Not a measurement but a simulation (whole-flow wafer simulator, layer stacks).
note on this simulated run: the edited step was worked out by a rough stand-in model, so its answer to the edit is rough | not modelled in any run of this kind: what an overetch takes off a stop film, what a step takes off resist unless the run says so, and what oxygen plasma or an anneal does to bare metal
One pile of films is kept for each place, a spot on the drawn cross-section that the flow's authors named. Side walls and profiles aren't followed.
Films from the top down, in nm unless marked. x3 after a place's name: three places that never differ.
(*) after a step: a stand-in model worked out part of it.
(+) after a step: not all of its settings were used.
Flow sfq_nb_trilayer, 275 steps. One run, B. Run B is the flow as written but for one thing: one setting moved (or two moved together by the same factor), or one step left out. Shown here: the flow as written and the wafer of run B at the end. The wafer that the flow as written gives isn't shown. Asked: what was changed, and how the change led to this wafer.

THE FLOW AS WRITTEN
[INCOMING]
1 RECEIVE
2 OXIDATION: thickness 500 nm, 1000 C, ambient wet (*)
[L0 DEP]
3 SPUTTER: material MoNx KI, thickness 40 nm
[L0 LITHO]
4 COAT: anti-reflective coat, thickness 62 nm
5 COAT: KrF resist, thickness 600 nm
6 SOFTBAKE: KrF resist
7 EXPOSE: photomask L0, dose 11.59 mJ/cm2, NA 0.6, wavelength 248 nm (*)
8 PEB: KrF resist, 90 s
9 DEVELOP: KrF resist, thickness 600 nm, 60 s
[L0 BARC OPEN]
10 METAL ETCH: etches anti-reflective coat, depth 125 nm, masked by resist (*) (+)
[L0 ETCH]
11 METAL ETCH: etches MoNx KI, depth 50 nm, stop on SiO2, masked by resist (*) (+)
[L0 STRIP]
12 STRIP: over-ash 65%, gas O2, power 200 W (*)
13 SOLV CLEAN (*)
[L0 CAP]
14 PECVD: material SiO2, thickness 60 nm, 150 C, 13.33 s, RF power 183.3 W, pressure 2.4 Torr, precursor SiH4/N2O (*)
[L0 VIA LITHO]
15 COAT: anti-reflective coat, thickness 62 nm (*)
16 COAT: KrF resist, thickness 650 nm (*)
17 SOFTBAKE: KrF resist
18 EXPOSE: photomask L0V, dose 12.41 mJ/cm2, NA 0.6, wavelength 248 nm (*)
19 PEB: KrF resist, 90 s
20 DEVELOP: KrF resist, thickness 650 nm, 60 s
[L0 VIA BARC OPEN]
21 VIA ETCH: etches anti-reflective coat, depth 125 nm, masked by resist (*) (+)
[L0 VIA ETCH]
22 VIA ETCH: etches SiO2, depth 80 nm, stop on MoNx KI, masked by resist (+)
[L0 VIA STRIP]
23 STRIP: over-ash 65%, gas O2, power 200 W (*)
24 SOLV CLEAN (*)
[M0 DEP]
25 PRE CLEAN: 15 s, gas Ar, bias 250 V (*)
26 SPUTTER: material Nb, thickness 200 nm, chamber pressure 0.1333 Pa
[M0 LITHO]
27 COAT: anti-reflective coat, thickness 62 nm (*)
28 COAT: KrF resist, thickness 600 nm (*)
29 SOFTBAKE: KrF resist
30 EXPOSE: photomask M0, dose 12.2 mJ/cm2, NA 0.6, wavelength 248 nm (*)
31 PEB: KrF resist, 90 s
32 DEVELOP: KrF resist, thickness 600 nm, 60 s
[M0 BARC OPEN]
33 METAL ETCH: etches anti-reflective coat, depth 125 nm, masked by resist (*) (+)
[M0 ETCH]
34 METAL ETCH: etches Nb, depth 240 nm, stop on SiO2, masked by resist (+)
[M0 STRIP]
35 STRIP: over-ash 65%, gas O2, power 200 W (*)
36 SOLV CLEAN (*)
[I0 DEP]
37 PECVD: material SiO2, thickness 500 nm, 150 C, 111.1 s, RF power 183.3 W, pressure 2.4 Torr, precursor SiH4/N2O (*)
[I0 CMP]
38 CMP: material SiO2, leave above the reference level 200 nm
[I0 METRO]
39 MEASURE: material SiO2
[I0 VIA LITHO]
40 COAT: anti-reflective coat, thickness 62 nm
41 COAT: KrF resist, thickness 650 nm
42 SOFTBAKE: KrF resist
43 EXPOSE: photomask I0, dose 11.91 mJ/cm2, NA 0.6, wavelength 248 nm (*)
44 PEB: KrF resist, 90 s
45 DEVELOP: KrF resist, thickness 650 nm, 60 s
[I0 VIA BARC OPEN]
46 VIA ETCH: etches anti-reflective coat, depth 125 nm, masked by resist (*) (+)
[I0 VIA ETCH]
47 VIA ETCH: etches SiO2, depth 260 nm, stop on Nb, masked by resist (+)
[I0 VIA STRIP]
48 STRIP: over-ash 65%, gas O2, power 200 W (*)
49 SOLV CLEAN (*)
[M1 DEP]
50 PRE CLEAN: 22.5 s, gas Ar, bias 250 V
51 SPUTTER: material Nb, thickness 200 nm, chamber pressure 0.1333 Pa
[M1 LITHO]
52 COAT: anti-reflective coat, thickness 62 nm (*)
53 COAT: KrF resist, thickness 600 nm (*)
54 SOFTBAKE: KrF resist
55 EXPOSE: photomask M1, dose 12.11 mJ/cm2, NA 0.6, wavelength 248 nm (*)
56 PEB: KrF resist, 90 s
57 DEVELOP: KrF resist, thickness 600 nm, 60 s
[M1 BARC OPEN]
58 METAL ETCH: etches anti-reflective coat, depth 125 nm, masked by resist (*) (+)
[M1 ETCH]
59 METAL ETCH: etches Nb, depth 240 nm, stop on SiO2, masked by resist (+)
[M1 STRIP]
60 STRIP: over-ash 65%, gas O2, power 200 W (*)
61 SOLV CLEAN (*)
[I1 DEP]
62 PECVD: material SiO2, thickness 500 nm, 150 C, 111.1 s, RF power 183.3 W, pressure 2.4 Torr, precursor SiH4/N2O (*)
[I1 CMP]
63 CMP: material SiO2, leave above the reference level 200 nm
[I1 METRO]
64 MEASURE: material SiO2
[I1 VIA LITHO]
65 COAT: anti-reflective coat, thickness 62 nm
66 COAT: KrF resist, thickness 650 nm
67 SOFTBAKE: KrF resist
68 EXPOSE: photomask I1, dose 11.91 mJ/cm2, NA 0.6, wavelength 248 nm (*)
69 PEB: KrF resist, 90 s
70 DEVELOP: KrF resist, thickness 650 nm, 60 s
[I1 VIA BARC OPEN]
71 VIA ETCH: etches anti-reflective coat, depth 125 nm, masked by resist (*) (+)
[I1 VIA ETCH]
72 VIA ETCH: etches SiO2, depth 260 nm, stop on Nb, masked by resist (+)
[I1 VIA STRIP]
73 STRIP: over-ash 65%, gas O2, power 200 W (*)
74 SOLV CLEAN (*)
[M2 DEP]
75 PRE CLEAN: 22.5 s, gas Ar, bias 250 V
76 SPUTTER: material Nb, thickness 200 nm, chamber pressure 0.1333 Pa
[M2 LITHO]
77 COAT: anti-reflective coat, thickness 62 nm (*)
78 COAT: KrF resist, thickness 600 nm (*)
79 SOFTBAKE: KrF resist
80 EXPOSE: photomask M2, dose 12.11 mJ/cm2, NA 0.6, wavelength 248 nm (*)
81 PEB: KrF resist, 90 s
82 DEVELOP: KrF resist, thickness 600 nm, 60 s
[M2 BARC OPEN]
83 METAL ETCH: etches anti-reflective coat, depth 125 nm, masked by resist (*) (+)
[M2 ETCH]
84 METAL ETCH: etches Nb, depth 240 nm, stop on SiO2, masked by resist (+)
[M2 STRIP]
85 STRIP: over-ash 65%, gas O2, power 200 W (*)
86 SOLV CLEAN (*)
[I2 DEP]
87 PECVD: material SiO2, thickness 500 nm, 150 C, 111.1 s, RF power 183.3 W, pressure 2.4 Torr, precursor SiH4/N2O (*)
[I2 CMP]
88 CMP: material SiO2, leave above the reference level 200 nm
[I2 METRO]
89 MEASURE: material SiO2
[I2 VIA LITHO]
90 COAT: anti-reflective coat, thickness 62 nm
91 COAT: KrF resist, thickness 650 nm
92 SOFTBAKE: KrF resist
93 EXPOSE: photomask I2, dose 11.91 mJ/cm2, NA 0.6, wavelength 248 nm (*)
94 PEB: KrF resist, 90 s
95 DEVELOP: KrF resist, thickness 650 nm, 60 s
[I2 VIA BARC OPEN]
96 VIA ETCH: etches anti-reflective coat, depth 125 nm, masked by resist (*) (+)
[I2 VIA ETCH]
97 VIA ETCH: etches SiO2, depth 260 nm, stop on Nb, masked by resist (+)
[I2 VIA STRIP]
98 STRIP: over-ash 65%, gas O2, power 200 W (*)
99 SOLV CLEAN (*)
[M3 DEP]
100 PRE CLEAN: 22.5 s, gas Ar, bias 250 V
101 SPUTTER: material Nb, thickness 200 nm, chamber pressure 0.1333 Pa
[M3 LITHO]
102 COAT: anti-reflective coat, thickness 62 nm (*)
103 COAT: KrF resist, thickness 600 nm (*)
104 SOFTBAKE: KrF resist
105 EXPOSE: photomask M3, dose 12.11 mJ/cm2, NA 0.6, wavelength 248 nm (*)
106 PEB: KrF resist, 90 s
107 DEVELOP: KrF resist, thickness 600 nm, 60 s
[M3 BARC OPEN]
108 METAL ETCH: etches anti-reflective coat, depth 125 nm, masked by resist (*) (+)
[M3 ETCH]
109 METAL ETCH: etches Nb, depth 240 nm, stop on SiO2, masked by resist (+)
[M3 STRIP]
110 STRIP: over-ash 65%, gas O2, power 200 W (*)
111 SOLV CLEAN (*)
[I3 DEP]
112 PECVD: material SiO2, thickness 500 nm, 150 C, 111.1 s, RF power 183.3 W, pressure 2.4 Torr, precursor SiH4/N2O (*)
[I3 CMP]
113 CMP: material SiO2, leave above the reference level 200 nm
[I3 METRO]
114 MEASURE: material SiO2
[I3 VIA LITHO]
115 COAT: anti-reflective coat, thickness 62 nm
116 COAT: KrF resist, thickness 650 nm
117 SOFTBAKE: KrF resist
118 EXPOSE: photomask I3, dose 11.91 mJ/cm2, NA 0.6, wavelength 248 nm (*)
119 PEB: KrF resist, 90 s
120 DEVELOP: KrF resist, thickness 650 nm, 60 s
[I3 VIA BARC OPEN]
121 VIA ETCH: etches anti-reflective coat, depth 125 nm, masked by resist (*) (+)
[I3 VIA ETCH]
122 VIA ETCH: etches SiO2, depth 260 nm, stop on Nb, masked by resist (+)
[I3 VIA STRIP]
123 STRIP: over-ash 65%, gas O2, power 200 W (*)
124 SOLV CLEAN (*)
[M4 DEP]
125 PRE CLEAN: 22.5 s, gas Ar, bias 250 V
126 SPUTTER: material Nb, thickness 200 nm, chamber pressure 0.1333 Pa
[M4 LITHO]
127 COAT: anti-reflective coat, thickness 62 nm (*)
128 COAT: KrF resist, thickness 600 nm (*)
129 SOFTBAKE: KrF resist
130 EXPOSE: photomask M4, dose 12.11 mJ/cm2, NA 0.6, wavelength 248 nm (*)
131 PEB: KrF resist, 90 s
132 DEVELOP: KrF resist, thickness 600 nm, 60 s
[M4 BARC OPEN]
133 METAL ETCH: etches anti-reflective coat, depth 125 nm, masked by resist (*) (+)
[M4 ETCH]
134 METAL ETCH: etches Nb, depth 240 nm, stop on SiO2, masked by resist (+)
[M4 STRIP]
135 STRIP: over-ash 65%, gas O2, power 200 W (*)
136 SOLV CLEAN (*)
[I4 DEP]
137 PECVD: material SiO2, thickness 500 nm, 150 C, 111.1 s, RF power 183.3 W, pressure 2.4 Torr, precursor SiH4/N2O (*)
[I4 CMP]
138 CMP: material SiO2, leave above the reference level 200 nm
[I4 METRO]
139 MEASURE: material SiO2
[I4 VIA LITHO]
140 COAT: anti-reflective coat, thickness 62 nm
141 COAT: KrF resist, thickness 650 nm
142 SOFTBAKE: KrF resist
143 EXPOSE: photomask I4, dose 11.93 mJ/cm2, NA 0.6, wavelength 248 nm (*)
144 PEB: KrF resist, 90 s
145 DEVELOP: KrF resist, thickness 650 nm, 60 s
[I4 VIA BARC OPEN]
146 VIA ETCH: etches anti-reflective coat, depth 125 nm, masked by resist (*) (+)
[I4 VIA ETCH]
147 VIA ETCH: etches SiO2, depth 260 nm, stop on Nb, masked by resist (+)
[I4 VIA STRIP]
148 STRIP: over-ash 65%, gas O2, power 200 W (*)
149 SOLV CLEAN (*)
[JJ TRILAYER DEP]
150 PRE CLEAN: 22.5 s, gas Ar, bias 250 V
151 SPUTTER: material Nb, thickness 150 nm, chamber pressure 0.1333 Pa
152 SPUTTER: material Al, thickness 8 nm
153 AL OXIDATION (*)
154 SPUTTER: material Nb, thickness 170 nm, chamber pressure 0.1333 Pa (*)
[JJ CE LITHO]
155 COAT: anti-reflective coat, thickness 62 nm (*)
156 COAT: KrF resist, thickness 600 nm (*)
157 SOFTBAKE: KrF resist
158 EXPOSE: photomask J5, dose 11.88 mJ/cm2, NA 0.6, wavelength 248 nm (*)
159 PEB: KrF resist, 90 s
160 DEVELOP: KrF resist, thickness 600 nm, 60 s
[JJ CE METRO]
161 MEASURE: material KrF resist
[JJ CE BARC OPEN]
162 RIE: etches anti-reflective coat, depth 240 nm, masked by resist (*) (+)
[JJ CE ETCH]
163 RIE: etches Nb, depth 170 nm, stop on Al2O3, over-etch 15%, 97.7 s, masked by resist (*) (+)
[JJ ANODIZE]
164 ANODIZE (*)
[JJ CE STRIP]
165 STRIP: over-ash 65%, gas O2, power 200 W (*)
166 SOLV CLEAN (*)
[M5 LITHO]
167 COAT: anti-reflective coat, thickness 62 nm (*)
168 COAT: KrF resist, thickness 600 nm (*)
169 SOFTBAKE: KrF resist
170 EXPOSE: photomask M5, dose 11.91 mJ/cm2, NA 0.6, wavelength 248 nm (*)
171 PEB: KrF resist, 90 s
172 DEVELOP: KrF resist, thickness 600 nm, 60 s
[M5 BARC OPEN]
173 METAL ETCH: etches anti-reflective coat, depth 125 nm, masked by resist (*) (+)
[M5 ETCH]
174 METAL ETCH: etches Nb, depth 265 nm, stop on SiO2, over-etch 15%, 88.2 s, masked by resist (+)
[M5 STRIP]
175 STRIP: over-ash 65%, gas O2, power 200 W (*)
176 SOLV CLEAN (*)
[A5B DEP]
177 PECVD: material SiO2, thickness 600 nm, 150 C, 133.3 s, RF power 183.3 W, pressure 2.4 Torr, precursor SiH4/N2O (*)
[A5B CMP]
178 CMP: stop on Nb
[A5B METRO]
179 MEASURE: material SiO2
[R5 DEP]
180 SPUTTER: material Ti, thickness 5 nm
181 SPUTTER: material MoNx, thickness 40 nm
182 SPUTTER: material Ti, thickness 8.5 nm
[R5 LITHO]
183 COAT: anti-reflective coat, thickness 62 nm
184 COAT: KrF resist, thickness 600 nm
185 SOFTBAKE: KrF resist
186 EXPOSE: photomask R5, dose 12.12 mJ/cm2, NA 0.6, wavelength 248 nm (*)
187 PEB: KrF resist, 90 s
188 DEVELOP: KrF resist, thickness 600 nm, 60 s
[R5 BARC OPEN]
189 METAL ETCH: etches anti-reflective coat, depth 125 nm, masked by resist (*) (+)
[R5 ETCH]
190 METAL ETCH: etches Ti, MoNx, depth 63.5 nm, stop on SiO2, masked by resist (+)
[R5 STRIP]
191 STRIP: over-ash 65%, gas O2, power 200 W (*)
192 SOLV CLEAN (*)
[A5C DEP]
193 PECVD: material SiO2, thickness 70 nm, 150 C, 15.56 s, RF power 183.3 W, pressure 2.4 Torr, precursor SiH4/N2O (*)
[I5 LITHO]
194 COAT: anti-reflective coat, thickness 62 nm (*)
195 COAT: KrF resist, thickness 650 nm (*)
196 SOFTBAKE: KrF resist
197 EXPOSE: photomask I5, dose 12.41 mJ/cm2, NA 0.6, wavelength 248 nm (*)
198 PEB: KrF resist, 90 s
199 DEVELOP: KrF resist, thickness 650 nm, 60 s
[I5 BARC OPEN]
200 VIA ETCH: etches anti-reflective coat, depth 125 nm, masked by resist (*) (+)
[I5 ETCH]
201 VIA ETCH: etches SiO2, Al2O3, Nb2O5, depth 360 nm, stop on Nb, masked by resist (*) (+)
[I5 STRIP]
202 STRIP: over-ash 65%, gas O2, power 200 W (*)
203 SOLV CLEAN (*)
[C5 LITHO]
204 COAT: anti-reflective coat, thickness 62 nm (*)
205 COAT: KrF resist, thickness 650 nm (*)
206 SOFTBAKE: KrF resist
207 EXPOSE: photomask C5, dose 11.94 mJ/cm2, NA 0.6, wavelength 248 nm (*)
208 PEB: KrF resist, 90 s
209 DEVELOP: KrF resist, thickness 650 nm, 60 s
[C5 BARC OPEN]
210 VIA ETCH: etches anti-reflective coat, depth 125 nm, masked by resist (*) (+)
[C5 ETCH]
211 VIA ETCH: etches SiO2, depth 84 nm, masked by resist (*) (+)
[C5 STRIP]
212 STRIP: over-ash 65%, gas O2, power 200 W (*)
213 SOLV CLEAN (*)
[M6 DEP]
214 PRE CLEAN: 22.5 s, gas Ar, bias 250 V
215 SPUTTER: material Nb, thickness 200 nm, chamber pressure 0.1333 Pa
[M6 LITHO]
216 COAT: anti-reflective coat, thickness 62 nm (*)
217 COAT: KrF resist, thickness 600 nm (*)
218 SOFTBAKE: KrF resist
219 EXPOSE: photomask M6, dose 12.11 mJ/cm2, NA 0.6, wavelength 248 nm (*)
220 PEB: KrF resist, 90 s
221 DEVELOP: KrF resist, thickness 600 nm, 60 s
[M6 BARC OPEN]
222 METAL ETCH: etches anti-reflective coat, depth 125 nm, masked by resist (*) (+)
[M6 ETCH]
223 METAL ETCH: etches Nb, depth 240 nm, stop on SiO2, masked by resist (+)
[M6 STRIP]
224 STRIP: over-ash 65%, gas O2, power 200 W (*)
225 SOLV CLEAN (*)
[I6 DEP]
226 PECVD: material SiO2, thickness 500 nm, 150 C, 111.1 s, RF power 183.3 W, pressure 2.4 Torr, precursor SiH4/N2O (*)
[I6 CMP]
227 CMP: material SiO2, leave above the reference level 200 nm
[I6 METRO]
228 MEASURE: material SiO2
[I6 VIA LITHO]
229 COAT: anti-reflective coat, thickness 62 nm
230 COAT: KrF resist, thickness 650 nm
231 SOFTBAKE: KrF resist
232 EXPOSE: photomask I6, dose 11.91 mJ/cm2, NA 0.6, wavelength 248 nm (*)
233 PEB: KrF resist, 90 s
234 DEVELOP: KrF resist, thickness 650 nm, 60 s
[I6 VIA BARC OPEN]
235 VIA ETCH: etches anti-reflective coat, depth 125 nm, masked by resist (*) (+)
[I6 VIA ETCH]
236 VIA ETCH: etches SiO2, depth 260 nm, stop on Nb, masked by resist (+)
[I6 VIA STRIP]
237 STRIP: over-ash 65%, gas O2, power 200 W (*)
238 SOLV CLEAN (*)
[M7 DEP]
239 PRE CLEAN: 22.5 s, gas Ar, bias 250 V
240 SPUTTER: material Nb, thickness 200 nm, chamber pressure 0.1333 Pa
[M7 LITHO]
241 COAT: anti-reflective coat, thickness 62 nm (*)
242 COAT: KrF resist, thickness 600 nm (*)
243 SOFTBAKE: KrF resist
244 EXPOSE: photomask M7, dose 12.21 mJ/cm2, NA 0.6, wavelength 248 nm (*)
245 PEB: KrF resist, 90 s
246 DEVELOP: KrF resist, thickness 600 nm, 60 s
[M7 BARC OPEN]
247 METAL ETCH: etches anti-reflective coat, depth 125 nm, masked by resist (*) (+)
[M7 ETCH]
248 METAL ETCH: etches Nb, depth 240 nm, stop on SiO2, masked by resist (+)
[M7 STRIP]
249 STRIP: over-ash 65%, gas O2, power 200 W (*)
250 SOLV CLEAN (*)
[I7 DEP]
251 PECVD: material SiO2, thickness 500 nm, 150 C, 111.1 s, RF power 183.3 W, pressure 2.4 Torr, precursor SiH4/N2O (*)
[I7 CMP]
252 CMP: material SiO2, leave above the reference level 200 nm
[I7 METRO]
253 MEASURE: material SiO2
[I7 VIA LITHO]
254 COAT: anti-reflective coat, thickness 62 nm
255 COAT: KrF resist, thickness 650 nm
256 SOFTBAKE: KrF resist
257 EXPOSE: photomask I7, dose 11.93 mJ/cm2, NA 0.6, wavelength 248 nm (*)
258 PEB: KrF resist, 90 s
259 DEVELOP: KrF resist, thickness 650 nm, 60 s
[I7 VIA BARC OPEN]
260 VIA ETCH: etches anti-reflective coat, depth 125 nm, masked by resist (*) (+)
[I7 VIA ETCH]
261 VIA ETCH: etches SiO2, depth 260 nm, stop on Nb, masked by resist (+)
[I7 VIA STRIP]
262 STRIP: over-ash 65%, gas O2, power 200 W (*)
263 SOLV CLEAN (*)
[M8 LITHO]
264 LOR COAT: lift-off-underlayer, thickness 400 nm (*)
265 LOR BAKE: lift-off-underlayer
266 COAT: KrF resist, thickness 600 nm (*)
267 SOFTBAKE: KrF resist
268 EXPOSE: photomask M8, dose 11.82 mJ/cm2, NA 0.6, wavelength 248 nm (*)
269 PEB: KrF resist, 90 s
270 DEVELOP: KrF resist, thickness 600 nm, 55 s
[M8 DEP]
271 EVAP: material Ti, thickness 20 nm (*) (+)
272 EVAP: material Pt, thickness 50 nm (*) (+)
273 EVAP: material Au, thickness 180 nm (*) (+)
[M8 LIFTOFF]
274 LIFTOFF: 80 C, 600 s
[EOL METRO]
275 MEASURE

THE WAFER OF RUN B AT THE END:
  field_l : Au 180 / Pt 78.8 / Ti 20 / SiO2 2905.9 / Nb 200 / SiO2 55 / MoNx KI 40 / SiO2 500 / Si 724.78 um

The cause: step 272, EVAP: thickness 78.8 nm was run, where the flow has thickness 50 nm.
It can be read off the wafer: field_l has Pt 78.8, and step 272 as written asks for 50 nm.

How the change led to this, step by step:
  272 EVAP: material Pt, thickness 50 nm (*) (+)
      field_l, v_sur, via_wl and 103 more: Pt +78.8 (new film) (as written it would be: Pt +50 (new film))
  274 LIFTOFF: 80 C, 600 s
      p4_fl, p4_fm, p4_w1 and 71 more: Au -180 (all of it), Pt -78.8 (all of it), Ti -20 (all of it), KrF resist -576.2 (all of it), lift-off-underlayer -400 (all of it) (as written it would be: Au -180 (all of it), Pt -50 (all of it), Ti -20 (all of it), KrF resist -576.2 (all of it), lift-off-underlayer -400 (all of it))
      c5j, ce_r: Au -180 (all of it), Pt -78.8 (all of it), Ti -20 (all of it), KrF resist -573.3 (all of it), lift-off-underlayer -399.3 (all of it) (as written it would be: Au -180 (all of it), Pt -50 (all of it), Ti -20 (all of it), KrF resist -573.3 (all of it), lift-off-underlayer -399.3 (all of it))
      (and at 19 more places)
